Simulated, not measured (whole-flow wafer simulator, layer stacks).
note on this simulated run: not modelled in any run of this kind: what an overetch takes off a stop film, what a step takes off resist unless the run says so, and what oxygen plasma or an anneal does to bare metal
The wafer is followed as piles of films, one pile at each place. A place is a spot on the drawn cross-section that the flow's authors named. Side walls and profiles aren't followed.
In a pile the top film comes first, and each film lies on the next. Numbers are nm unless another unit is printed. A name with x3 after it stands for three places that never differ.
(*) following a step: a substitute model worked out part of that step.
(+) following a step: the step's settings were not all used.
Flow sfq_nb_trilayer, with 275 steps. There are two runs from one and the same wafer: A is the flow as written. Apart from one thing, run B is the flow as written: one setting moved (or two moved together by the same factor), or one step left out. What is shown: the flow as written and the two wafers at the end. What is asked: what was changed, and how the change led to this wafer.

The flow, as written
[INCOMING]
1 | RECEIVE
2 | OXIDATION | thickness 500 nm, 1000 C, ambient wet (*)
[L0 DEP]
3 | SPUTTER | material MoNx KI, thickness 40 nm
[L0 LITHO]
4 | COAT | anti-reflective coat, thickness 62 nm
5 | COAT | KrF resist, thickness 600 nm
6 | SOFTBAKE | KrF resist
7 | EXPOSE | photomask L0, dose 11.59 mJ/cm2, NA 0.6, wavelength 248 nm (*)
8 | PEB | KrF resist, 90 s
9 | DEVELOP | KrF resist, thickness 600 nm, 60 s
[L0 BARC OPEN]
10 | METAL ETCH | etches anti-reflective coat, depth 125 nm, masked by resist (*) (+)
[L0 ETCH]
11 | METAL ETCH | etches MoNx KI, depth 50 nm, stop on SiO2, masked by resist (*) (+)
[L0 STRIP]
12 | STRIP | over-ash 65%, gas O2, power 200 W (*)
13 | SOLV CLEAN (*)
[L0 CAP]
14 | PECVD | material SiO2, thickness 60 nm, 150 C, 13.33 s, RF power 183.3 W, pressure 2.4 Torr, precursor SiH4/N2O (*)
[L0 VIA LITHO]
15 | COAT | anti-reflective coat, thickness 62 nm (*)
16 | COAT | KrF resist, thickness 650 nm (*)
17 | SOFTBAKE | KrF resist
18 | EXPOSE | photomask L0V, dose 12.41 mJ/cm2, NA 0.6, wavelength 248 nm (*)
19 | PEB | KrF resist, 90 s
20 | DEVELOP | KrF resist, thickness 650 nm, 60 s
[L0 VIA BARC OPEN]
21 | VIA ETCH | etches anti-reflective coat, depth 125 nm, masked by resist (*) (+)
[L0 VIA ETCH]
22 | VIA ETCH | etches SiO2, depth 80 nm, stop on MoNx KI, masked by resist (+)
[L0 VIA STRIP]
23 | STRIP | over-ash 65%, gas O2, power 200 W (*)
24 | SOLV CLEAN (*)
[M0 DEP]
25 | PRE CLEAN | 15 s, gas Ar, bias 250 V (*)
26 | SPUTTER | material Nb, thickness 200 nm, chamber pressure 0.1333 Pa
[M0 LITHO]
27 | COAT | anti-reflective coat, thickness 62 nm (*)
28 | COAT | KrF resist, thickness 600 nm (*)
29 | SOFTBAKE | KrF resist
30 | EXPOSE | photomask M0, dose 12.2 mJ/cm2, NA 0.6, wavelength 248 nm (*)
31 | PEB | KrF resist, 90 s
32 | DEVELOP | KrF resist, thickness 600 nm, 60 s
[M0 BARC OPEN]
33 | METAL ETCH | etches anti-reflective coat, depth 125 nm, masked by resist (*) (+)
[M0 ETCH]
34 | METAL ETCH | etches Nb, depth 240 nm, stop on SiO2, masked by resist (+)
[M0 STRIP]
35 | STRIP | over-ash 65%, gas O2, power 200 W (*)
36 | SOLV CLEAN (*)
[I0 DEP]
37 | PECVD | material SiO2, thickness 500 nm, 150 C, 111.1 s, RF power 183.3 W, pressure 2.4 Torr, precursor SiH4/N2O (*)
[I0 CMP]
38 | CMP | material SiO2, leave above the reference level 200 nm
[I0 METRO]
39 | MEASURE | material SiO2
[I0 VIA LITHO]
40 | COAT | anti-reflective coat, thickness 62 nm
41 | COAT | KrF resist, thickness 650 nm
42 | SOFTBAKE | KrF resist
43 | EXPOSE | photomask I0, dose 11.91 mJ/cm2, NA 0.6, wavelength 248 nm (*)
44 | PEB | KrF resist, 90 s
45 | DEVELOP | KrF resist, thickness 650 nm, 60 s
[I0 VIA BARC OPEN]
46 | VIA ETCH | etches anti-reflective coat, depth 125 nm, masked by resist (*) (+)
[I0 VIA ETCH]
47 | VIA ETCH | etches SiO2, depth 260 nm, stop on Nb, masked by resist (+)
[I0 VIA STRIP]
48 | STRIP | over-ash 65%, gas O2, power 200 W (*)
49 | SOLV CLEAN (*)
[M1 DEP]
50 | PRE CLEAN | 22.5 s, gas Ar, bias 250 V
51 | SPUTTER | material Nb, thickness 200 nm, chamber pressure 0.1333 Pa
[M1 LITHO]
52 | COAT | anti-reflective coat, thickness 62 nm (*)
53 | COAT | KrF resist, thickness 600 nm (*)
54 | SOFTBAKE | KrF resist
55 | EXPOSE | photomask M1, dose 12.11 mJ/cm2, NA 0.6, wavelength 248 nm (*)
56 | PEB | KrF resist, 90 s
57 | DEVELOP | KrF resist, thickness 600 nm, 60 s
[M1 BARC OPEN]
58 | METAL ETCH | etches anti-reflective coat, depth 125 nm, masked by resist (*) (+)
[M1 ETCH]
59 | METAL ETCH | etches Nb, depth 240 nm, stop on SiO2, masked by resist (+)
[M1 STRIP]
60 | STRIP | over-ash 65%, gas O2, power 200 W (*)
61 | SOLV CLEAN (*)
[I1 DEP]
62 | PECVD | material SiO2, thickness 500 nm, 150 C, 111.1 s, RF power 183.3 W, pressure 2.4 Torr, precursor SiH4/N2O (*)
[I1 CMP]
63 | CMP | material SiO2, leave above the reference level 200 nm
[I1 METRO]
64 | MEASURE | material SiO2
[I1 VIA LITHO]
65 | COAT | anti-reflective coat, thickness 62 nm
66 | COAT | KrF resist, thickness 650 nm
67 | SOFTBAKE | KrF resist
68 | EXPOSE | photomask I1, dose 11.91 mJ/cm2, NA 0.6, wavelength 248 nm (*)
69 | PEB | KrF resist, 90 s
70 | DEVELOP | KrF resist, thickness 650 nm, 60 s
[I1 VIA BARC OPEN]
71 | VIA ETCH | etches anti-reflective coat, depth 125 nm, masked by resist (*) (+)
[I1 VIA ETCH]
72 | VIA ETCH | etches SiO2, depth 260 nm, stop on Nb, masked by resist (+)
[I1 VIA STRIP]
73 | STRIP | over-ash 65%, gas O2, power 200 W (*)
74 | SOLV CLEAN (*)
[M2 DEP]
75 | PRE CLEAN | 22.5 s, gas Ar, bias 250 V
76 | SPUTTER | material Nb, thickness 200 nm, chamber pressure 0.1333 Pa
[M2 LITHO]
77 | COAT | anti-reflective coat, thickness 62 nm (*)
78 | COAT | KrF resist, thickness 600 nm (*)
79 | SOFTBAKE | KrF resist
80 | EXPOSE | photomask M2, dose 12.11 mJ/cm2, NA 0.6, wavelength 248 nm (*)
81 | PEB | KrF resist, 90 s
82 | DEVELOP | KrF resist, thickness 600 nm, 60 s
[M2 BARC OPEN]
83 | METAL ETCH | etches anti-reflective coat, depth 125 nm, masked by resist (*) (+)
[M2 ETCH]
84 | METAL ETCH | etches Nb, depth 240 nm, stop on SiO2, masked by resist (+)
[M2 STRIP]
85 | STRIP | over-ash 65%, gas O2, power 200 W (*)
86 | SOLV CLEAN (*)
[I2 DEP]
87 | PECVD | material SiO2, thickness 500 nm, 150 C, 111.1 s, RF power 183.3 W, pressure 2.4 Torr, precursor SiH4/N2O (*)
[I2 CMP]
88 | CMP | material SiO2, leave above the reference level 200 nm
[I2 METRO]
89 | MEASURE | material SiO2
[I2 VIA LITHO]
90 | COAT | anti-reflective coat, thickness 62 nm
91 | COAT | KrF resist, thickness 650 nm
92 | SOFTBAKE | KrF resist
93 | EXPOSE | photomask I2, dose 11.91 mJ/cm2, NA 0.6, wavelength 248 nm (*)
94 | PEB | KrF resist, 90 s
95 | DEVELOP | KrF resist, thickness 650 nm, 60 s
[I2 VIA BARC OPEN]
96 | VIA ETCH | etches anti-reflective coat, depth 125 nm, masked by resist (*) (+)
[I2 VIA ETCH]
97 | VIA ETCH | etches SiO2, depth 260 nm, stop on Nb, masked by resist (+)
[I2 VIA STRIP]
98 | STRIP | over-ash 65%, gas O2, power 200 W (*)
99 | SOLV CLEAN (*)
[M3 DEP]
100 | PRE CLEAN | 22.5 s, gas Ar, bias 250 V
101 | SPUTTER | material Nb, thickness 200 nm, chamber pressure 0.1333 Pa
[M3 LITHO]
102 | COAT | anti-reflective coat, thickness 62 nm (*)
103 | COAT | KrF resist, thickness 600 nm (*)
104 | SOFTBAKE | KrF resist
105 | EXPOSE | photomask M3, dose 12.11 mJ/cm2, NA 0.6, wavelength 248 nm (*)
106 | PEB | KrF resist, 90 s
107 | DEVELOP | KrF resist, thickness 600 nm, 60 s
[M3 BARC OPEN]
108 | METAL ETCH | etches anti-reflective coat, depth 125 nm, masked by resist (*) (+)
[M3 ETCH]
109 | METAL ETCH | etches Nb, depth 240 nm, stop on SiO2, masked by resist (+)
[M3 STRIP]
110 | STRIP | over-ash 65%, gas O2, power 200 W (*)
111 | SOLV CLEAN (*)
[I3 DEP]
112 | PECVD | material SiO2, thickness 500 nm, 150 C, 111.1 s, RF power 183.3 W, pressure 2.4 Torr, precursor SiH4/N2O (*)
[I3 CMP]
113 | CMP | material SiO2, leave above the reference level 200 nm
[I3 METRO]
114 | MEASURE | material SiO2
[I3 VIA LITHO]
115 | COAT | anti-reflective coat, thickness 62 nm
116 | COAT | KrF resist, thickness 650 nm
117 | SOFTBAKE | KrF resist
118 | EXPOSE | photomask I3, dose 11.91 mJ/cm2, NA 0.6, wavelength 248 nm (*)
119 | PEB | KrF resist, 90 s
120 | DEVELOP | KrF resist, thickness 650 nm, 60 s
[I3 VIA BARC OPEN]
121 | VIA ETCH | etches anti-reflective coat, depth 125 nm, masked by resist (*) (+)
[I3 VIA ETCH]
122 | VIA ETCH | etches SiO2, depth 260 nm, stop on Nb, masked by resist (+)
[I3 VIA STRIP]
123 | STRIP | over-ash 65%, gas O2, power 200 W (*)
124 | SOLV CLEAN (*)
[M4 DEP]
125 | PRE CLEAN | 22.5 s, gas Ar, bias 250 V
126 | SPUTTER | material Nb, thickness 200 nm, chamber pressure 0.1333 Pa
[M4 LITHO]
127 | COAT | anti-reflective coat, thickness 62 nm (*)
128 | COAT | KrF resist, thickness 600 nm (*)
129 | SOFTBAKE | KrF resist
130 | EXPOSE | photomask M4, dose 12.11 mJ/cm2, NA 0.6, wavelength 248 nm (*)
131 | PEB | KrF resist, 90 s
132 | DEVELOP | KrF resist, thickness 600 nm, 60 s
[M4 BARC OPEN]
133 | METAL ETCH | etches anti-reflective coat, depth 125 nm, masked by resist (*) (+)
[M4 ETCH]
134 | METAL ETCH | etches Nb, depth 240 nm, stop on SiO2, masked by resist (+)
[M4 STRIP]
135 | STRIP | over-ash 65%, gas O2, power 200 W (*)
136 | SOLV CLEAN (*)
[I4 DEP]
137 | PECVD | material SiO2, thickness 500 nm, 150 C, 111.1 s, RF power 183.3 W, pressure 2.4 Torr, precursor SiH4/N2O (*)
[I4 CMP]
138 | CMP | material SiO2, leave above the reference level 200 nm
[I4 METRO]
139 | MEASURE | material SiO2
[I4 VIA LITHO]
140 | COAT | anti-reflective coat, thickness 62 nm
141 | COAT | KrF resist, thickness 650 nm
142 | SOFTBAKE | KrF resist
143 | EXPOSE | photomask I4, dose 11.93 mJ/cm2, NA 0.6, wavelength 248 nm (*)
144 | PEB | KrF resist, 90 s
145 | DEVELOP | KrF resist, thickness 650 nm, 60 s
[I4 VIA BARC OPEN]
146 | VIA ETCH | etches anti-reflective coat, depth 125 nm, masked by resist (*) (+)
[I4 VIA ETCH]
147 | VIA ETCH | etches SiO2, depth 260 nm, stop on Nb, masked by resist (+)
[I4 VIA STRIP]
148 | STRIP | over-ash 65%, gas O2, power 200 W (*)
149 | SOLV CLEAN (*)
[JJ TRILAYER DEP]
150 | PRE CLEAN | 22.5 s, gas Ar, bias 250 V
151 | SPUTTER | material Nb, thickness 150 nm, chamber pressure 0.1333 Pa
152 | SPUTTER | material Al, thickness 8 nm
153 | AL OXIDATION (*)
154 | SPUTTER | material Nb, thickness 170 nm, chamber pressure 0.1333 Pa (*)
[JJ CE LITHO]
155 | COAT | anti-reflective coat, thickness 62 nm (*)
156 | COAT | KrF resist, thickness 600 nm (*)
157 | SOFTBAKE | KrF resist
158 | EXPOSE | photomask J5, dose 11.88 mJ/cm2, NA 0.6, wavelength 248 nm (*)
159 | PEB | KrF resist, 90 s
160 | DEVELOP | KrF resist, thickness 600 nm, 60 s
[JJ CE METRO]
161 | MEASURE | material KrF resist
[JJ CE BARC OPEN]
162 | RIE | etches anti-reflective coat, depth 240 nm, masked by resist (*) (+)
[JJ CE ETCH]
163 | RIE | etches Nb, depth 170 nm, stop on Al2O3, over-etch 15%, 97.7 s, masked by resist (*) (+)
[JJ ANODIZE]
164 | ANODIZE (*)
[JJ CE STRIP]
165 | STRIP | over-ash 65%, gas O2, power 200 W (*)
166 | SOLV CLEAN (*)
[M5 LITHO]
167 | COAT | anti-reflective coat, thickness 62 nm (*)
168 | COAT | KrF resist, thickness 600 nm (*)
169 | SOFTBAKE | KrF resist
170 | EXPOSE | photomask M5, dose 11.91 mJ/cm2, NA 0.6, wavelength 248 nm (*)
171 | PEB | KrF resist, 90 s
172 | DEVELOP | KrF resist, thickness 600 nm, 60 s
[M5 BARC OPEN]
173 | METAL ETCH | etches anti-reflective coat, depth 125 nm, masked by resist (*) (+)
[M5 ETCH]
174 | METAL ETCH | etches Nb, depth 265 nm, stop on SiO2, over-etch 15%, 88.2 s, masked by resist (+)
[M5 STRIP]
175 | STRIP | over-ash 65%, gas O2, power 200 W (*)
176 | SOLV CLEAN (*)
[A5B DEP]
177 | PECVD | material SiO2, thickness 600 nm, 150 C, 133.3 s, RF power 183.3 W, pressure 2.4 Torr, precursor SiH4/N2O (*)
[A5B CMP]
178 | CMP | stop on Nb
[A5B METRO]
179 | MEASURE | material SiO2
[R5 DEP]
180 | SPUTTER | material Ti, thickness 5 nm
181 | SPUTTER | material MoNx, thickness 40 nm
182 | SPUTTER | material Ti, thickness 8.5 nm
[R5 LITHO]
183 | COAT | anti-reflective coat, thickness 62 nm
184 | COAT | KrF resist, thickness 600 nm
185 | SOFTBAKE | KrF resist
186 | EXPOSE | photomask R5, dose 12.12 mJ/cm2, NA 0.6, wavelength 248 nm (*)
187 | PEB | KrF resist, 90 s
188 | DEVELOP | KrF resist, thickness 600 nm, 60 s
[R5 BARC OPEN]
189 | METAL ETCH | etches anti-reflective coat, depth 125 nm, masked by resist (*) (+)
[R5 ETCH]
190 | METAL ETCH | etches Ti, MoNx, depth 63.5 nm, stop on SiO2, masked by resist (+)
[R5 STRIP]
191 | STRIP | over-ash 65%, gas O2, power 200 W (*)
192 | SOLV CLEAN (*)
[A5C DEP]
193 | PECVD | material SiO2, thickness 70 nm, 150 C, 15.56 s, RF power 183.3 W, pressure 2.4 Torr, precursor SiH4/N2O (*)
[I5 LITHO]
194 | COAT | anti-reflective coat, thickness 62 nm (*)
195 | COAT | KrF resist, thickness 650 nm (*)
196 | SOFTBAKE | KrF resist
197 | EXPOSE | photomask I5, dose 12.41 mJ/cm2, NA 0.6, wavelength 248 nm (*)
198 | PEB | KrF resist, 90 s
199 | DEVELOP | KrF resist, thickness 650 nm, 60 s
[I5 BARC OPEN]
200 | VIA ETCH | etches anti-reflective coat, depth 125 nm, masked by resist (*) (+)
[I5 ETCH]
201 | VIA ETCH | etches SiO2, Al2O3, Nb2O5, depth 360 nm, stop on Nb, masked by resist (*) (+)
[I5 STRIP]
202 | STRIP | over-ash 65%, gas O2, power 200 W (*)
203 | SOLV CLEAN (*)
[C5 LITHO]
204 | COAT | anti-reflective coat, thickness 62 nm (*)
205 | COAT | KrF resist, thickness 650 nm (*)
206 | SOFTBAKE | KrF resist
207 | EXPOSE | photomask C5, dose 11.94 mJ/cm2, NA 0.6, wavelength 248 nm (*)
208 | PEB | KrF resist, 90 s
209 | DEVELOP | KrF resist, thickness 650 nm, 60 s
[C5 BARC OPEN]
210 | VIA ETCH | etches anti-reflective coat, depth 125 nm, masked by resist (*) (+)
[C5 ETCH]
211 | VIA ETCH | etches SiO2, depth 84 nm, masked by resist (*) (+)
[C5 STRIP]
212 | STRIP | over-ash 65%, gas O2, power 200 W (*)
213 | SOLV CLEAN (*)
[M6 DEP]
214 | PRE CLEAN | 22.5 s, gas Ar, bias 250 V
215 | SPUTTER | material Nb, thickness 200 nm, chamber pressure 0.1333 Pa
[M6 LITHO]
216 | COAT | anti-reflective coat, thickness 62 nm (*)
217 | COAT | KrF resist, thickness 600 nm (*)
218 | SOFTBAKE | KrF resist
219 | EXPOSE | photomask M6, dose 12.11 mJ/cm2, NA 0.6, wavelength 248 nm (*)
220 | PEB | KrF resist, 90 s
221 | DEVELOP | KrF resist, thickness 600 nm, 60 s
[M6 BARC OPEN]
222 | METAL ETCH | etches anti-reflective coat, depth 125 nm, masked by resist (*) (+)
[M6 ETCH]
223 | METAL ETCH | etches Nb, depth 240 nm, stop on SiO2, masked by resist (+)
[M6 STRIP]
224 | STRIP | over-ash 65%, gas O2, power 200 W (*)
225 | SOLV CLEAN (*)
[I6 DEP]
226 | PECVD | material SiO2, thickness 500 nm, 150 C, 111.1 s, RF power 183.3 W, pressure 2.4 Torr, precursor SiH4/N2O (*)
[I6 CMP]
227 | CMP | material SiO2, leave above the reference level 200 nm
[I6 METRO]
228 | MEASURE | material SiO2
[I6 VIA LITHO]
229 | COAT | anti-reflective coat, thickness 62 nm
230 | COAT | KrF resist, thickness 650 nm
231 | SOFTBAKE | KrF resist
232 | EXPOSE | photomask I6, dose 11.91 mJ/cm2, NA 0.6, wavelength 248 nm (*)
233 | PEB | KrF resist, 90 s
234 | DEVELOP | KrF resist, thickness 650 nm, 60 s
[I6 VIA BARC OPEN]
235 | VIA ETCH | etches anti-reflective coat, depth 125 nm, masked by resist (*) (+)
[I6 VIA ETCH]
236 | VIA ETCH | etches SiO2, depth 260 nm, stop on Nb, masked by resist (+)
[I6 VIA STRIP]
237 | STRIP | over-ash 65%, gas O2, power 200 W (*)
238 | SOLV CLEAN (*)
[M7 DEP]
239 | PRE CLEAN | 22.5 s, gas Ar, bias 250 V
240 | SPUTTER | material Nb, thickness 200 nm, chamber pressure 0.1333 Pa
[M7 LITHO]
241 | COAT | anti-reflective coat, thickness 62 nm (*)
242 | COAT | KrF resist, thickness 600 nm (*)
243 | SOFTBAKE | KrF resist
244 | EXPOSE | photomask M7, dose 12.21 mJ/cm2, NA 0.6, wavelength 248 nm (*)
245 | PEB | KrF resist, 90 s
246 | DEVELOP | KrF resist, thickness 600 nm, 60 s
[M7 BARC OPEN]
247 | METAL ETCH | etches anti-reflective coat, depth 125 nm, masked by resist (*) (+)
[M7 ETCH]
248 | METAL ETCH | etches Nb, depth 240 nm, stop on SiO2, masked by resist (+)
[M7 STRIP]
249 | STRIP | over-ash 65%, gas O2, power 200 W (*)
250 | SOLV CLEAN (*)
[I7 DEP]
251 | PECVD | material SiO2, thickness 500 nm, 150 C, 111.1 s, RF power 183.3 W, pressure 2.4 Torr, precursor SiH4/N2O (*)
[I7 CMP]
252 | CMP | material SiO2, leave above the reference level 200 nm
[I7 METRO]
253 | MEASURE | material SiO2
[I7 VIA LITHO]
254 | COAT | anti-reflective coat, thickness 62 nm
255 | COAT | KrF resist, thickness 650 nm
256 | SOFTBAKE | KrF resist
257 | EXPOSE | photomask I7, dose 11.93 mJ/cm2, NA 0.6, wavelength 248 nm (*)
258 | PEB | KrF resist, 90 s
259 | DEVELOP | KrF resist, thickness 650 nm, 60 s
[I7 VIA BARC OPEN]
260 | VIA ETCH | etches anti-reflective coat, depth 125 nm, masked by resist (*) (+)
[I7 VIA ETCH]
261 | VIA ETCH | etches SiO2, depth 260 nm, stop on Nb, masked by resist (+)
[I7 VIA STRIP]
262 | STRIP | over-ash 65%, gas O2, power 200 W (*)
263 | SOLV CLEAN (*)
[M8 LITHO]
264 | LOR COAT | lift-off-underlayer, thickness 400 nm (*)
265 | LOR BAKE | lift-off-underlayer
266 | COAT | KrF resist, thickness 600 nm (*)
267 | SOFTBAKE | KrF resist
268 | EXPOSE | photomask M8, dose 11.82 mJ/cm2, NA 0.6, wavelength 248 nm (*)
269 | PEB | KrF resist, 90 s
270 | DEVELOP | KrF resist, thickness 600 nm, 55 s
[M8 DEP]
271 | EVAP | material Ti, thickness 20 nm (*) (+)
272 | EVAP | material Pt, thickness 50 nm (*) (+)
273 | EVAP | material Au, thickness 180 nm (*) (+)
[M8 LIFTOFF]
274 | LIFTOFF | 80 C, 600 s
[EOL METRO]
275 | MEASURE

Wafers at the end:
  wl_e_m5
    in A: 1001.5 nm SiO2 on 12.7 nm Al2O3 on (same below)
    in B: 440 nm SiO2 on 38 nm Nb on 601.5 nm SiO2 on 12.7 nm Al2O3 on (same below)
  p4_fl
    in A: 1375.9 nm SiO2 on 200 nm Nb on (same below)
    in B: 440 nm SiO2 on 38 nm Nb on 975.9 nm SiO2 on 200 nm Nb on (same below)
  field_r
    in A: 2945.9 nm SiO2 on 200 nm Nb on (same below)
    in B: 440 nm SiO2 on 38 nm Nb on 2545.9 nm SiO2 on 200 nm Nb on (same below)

Cause: step 240, SPUTTER: thickness 278 nm was run, while the flow as written has thickness 200 nm.

Step by step, how the change led to this:
  240 | SPUTTER | material Nb, thickness 200 nm, chamber pressure 0.1333 Pa
      field_l, v_sur, via_wl and 102 more: A +200 Nb (new film) | B +278 Nb (new film)
      via_v: A +161.1 Nb | B +224.4 Nb
  248 | METAL ETCH | etches Nb, depth 240 nm, stop on SiO2, masked by resist (+)
      field_l, field_r, lsp_l and 62 more: A -200 Nb (all of it) | B -240 Nb
  251 | PECVD | material SiO2, thickness 500 nm, 150 C, 111.1 s, RF power 183.3 W, pressure 2.4 Torr, precursor SiH4/N2O (*)
      field_l, p4_fl, p4_fm and 56 more: A +500 SiO2 | B +500 SiO2 (new film)
      field_r, lsp_l: A +477.7 SiO2 | B +473.2 SiO2 (new film)
      (as well as at 4 more places)
  252 | CMP | material SiO2, leave above the reference level 200 nm
      field_l, p4_fl, p4_fm and 56 more: A -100 SiO2 | B -60 SiO2
      field_r, lsp_l: A -77.7 SiO2 | B -33.2 SiO2
      (as well as at 3 more places)
If metal films that touch count as one body, wl_e_m5 has 7 bodies (between them, from the top down: SiO2 601.5 / Al2O3 12.7 / Nb2O5 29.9; SiO2 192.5; SiO2 192.5; SiO2 192.5; SiO2 192.5; SiO2 192.5); the flow as written gives 6 bodies (between them, from the top down: SiO2 192.5; SiO2 192.5; SiO2 192.5; SiO2 192.5; SiO2 192.5).
If metal films that touch count as one body, p4_fl has 3 bodies (between them, from the top down: SiO2 975.9; SiO2 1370); the flow as written gives 2 bodies (between them, from the top down: SiO2 1370).
If metal films that touch count as one body, field_r has 2 bodies (between them, from the top down: SiO2 2545.9); the flow as written gives 1 body.
